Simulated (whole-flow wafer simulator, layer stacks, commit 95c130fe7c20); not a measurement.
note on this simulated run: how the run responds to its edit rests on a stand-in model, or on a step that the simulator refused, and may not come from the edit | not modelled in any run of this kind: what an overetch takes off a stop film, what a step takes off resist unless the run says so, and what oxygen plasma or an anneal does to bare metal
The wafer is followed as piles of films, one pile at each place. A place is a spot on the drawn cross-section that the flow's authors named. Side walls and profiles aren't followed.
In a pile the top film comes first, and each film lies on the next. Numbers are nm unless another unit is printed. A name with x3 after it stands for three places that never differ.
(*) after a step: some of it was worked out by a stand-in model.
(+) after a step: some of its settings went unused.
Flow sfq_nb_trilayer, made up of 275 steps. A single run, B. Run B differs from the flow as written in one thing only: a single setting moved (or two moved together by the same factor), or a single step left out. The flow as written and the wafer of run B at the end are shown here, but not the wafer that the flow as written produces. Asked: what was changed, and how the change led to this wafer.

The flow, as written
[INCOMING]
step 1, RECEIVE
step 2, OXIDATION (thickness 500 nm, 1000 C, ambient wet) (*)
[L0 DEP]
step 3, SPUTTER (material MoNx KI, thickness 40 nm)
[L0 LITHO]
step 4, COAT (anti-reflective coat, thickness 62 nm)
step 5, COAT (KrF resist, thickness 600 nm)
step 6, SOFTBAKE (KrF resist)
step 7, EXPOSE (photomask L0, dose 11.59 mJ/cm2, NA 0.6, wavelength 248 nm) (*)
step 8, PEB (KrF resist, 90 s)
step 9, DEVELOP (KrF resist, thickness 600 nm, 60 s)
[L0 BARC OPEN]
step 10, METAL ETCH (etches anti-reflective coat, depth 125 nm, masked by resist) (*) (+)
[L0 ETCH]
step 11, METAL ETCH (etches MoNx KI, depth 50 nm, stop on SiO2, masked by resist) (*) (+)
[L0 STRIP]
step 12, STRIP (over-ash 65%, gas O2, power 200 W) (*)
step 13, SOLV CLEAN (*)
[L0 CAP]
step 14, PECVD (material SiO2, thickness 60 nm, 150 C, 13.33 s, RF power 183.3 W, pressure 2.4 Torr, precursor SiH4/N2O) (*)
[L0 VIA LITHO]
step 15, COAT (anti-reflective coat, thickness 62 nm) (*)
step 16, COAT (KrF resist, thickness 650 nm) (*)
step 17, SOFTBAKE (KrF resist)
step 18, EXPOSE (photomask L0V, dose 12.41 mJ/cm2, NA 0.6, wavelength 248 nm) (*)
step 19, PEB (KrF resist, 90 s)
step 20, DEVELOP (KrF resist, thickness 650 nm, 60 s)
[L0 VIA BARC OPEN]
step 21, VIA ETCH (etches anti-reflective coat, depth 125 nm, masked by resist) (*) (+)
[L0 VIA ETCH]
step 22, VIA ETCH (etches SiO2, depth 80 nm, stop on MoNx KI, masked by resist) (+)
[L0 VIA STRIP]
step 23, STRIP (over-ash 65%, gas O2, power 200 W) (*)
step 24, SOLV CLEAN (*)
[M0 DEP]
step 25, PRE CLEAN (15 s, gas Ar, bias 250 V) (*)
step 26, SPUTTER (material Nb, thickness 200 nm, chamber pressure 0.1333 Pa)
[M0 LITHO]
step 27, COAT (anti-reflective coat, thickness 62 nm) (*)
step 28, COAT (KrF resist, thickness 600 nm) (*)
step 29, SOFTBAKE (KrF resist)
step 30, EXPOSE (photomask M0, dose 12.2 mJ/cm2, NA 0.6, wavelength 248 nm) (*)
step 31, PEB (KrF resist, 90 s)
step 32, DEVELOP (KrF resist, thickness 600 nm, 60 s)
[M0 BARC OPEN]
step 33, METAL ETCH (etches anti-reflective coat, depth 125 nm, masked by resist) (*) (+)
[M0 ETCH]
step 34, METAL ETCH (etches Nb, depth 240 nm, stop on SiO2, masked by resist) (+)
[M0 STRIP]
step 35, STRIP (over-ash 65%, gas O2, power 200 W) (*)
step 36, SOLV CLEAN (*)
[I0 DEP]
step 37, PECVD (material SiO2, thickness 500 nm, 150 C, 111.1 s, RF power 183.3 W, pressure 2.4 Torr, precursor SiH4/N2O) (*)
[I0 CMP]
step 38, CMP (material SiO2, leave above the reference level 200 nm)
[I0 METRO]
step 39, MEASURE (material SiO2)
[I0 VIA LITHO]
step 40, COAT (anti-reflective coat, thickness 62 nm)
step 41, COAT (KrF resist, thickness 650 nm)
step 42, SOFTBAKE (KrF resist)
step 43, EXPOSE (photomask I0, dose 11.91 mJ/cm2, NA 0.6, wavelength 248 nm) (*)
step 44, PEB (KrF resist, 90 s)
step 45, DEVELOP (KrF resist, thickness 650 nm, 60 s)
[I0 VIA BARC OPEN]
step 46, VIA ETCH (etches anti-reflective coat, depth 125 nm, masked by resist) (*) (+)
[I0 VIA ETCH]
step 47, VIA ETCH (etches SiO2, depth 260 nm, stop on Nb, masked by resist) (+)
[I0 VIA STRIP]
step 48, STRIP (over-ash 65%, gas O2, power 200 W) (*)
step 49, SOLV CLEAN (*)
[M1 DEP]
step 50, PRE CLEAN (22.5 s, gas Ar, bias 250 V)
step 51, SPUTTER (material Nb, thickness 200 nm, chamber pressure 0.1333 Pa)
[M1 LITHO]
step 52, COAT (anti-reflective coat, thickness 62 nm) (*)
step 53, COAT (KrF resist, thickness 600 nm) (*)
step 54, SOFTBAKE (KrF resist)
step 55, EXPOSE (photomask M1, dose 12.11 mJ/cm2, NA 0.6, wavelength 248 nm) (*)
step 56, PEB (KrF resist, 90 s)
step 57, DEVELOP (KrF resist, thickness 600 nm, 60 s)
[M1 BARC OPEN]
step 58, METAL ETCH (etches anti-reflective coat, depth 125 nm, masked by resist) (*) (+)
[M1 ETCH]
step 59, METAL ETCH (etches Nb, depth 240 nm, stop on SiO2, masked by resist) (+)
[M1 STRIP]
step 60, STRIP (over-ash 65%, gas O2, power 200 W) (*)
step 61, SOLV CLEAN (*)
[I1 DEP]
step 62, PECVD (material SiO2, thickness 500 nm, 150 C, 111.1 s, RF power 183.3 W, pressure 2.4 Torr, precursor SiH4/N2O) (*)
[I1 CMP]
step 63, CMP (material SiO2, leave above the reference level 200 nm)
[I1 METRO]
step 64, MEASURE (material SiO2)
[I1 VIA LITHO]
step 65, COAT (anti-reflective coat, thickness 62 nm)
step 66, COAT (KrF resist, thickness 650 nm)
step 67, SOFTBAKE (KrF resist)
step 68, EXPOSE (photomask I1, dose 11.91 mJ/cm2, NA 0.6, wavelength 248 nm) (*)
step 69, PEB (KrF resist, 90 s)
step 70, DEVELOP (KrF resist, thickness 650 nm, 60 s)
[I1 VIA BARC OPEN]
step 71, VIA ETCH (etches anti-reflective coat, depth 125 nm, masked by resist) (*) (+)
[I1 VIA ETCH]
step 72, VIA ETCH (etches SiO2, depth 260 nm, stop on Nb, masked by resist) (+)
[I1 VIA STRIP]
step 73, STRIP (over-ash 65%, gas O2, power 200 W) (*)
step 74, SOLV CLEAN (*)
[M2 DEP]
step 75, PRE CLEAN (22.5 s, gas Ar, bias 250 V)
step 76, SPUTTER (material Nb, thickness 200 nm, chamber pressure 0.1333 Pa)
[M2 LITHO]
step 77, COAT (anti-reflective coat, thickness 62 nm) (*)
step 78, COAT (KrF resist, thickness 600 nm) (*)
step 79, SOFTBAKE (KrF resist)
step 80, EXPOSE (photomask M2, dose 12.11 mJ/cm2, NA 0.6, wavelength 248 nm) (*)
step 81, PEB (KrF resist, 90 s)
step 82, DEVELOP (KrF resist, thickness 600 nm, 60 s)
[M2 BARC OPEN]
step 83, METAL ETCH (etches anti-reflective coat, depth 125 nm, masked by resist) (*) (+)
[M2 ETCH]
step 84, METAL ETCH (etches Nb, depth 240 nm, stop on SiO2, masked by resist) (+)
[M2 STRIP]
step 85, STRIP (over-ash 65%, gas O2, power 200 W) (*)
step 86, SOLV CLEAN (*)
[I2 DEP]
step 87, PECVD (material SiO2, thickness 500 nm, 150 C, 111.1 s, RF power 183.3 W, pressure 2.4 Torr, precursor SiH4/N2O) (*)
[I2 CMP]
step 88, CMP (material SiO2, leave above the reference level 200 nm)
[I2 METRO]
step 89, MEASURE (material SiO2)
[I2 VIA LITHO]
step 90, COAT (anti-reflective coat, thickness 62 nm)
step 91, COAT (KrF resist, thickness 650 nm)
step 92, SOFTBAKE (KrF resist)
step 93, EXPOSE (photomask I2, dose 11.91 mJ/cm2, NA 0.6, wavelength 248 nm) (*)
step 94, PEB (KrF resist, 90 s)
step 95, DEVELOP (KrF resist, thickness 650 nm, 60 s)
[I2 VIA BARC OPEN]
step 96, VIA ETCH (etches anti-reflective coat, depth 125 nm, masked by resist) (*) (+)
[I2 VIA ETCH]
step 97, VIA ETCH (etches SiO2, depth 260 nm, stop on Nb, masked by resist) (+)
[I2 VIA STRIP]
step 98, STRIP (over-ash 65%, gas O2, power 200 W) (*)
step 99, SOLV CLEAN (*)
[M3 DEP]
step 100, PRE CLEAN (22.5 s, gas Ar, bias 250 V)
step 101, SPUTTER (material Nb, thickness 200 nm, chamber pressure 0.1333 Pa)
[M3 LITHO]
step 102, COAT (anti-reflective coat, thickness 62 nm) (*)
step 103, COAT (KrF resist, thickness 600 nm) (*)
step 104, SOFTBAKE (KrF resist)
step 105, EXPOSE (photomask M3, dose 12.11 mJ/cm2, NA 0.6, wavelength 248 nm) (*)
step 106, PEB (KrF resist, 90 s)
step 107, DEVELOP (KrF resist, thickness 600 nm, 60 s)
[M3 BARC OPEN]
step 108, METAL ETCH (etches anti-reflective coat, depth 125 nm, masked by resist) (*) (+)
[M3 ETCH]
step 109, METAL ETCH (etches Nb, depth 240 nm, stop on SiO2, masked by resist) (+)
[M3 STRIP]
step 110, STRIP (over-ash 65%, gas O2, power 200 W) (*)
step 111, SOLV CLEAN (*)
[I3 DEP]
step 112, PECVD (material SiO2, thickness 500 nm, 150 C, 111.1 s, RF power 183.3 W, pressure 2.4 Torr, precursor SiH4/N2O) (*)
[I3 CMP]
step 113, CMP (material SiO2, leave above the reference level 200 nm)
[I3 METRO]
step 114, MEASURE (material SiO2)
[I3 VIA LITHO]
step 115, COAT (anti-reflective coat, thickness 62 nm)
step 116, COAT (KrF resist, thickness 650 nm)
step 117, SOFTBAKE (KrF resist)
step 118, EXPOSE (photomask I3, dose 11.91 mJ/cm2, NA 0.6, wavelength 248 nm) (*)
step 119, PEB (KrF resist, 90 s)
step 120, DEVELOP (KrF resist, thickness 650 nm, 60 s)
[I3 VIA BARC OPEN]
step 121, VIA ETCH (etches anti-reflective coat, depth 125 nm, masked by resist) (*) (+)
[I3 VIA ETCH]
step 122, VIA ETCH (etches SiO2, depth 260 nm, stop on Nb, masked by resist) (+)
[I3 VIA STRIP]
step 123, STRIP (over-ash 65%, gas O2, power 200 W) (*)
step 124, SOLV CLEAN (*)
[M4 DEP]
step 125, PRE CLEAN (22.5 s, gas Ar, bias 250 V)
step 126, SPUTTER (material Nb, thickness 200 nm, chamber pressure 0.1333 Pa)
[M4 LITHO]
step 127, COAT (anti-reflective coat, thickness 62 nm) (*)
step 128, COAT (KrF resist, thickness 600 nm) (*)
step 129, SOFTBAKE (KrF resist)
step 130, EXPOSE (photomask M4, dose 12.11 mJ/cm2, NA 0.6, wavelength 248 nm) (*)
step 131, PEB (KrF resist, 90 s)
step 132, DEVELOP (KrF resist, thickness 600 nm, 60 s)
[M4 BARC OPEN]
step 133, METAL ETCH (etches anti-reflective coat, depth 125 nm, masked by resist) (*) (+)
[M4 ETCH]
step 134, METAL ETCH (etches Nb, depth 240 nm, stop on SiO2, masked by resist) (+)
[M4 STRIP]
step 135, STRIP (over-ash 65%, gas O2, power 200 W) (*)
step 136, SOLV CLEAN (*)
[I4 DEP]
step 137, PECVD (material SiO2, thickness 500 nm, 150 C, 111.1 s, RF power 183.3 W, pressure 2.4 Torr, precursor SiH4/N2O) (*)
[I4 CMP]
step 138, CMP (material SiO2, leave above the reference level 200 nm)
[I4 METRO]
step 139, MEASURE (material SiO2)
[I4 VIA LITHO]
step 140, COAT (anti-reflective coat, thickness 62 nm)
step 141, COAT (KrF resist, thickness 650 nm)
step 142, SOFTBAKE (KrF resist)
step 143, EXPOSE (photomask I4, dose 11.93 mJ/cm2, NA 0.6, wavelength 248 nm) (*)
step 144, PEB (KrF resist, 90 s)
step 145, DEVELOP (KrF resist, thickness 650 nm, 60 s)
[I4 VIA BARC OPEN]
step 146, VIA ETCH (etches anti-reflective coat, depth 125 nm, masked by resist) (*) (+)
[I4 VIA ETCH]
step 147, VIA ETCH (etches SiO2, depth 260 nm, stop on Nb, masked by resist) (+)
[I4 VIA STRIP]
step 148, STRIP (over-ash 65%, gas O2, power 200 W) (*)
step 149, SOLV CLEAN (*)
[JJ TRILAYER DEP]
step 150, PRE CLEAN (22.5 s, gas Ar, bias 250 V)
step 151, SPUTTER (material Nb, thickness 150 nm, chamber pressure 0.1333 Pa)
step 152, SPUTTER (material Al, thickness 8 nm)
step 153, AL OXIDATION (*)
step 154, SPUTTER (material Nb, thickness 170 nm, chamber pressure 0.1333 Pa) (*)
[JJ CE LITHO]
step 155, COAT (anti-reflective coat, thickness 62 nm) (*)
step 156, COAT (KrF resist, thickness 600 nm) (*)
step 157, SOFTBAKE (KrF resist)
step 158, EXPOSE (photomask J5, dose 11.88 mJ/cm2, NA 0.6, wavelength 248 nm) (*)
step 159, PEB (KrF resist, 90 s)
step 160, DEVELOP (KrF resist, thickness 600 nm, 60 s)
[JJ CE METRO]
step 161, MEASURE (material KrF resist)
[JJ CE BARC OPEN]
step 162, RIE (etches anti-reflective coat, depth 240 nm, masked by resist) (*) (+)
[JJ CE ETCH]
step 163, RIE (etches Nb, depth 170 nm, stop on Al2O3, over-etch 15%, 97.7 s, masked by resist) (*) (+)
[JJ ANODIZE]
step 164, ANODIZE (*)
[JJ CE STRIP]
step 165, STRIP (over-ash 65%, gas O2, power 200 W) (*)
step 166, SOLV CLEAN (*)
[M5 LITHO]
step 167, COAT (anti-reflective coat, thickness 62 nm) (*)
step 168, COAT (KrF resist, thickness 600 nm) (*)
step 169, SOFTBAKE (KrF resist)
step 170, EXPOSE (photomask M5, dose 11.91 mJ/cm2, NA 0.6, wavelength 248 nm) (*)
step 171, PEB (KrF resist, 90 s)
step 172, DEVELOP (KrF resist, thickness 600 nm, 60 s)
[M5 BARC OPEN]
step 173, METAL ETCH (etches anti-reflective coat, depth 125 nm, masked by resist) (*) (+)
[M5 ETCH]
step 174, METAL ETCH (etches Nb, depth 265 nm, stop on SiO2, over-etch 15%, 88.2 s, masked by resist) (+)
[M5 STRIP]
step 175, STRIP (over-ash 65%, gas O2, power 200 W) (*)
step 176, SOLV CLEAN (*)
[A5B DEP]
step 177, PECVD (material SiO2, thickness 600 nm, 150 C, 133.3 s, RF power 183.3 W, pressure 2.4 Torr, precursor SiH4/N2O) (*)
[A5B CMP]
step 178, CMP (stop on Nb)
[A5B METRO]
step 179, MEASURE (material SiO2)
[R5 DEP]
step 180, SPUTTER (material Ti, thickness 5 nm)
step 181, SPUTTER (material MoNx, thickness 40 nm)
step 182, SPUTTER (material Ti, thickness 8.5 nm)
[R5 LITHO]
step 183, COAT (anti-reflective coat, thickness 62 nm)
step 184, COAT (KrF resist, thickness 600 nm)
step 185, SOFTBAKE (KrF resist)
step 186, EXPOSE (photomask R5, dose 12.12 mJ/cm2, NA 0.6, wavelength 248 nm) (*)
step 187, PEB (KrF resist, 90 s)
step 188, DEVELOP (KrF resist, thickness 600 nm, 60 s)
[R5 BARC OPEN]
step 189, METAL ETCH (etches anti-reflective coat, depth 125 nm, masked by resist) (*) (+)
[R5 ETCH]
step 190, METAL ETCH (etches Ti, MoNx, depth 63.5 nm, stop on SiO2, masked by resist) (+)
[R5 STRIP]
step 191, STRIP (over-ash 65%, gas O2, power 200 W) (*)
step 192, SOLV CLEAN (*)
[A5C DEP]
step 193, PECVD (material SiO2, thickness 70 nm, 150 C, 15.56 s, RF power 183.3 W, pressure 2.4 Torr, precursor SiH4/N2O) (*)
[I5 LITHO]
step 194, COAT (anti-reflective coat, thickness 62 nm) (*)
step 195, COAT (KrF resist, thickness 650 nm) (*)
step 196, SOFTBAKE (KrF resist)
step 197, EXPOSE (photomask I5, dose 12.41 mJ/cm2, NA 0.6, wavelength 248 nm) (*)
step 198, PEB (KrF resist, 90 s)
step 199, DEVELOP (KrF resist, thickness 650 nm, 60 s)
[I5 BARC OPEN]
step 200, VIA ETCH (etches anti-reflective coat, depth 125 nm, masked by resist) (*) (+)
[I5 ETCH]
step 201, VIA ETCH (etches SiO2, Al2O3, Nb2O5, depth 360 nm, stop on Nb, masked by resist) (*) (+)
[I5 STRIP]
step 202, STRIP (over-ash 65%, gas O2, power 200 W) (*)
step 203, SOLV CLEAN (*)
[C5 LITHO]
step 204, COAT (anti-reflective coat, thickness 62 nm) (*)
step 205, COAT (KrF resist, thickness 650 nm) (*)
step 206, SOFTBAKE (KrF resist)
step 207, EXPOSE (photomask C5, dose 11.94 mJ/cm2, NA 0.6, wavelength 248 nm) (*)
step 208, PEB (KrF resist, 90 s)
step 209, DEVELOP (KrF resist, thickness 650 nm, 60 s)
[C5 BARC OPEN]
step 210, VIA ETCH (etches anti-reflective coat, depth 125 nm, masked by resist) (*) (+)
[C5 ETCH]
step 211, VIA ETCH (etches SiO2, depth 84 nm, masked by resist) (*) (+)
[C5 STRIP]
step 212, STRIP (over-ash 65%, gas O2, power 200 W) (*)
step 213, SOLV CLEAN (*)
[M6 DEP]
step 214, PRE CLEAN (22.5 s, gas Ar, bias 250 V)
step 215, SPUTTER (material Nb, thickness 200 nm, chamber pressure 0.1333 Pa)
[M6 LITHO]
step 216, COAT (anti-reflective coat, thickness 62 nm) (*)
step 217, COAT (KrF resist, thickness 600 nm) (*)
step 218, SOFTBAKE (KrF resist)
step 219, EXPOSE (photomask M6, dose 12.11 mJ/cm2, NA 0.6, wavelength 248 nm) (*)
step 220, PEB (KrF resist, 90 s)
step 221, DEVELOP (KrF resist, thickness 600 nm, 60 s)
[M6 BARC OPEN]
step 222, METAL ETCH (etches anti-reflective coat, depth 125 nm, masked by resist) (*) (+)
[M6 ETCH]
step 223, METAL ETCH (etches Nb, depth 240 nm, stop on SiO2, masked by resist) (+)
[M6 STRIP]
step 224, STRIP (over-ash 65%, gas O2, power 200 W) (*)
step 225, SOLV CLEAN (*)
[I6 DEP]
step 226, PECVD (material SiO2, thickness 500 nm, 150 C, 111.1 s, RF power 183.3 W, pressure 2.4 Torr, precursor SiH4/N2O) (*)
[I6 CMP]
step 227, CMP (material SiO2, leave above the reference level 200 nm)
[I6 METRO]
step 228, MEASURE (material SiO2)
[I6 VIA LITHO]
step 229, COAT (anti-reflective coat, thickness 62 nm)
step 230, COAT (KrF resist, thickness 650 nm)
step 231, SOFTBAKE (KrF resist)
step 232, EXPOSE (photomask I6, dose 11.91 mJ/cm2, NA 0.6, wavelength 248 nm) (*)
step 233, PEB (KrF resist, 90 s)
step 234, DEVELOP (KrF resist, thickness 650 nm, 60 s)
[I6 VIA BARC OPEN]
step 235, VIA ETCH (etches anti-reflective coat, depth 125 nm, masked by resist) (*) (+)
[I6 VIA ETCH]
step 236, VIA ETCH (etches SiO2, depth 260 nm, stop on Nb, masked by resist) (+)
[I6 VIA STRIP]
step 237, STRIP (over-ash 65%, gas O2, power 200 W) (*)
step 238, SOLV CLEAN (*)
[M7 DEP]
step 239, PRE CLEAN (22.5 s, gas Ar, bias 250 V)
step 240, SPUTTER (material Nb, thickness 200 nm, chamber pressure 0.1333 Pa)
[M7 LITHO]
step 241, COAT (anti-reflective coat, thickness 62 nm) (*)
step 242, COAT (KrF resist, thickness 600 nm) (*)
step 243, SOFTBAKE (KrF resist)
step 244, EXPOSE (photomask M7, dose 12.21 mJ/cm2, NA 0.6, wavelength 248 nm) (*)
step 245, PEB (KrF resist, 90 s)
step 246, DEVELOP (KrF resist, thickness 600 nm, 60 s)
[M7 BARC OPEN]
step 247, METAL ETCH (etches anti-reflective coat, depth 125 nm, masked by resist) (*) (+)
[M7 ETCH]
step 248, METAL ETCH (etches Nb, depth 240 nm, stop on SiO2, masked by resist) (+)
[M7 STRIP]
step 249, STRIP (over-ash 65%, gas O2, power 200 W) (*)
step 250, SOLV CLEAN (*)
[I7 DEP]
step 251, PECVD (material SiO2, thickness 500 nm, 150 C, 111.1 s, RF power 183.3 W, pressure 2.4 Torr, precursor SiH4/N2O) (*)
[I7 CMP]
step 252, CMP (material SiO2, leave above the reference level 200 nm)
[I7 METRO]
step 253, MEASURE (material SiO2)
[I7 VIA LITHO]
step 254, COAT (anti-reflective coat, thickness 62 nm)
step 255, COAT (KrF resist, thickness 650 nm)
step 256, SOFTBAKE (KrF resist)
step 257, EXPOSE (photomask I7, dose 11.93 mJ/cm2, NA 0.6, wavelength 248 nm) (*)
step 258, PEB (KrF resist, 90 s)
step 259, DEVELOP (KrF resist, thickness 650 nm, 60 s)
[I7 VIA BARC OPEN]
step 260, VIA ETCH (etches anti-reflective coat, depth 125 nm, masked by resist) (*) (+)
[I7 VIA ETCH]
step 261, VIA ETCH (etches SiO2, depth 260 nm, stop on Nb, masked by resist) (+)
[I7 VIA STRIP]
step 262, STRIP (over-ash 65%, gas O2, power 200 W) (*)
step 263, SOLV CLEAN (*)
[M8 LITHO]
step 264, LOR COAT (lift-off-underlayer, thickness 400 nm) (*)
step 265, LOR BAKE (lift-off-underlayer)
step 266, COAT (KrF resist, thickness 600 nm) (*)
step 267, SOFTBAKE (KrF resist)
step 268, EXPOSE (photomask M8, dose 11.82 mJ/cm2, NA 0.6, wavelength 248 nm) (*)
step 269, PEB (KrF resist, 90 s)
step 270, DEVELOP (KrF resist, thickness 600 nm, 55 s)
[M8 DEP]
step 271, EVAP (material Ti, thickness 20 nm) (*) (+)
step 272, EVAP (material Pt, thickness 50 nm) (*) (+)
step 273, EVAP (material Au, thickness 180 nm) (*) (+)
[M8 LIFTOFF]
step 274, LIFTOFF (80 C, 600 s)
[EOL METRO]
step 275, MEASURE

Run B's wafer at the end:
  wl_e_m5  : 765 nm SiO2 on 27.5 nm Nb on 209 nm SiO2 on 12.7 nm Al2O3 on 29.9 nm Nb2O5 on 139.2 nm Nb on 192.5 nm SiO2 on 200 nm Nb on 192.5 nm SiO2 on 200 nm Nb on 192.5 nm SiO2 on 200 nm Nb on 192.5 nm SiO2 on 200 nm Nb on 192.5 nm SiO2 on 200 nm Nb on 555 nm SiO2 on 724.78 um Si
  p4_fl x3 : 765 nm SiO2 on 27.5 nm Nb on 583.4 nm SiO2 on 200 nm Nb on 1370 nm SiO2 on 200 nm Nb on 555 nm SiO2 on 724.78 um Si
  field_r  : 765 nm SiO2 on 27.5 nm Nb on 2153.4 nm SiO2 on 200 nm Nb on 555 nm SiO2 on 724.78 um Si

The reason: step 223, METAL ETCH: depth 172.5 nm was run, whereas the flow has depth 240 nm.

Step by step, how the change led to this:
  step 223, METAL ETCH (etches Nb, depth 240 nm, stop on SiO2, masked by resist) (+)
      field_l, gap, moat and 76 more: Nb loses 172.5 (it would be, as written: Nb loses 200 (all of it))
      v_sur, via_wl, via_w and 24 more: KrF resist loses 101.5 (it would be, as written: KrF resist loses 141.2)
  step 224, STRIP (over-ash 65%, gas O2, power 200 W) (*)
      wl_j_sl, wl_j_sr: KrF resist loses 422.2 (all of it), anti-reflective coat loses 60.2 (all of it) (it would be, as written: KrF resist loses 382.5 (all of it), anti-reflective coat loses 60.2 (all of it))
      wl_c_m6, wl_f_m6: KrF resist loses 422 (all of it), anti-reflective coat loses 62 (all of it) (it would be, as written: KrF resist loses 382.3 (all of it), anti-reflective coat loses 62 (all of it))
      (and at 23 other places as well)
  step 226, PECVD (material SiO2, thickness 500 nm, 150 C, 111.1 s, RF power 183.3 W, pressure 2.4 Torr, precursor SiH4/N2O) (*)
      field_l, p4_fl x3, p4_w1 x9 and 52 more: SiO2 gains 500 (new film) (it would be, as written: SiO2 gains 500)
      moat, field_r, lsp_l, ln_m5, lsp_m: SiO2 gains 494.5 (new film) (it would be, as written: SiO2 gains 493.6)
      (and at 9 other places as well)
  step 227, CMP (material SiO2, leave above the reference level 200 nm)
      field_l, p4_fl x3, p4_w1 x9 and 49 more: SiO2 loses 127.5 (it would be, as written: SiO2 loses 100)
      moat, field_r, lsp_l, ln_m5, lsp_m: SiO2 loses 122 (it would be, as written: SiO2 loses 93.6)
      (and at 8 other places as well)
Taking metal films that touch as one body, wl_e_m5 has 7 bodies (between them, from the top down: SiO2 209 / Al2O3 12.7 / Nb2O5 29.9; SiO2 192.5; SiO2 192.5; SiO2 192.5; SiO2 192.5; SiO2 192.5); the flow as written gives 6 bodies (between them, from the top down: SiO2 192.5; SiO2 192.5; SiO2 192.5; SiO2 192.5; SiO2 192.5).
Taking metal films that touch as one body, p4_fl x3 has 3 bodies (between them, from the top down: SiO2 583.4; SiO2 1370); the flow as written gives 2 bodies (between them, from the top down: SiO2 1370).
Taking metal films that touch as one body, field_r has 2 bodies (between them, from the top down: SiO2 2153.4); the flow as written gives 1 body.
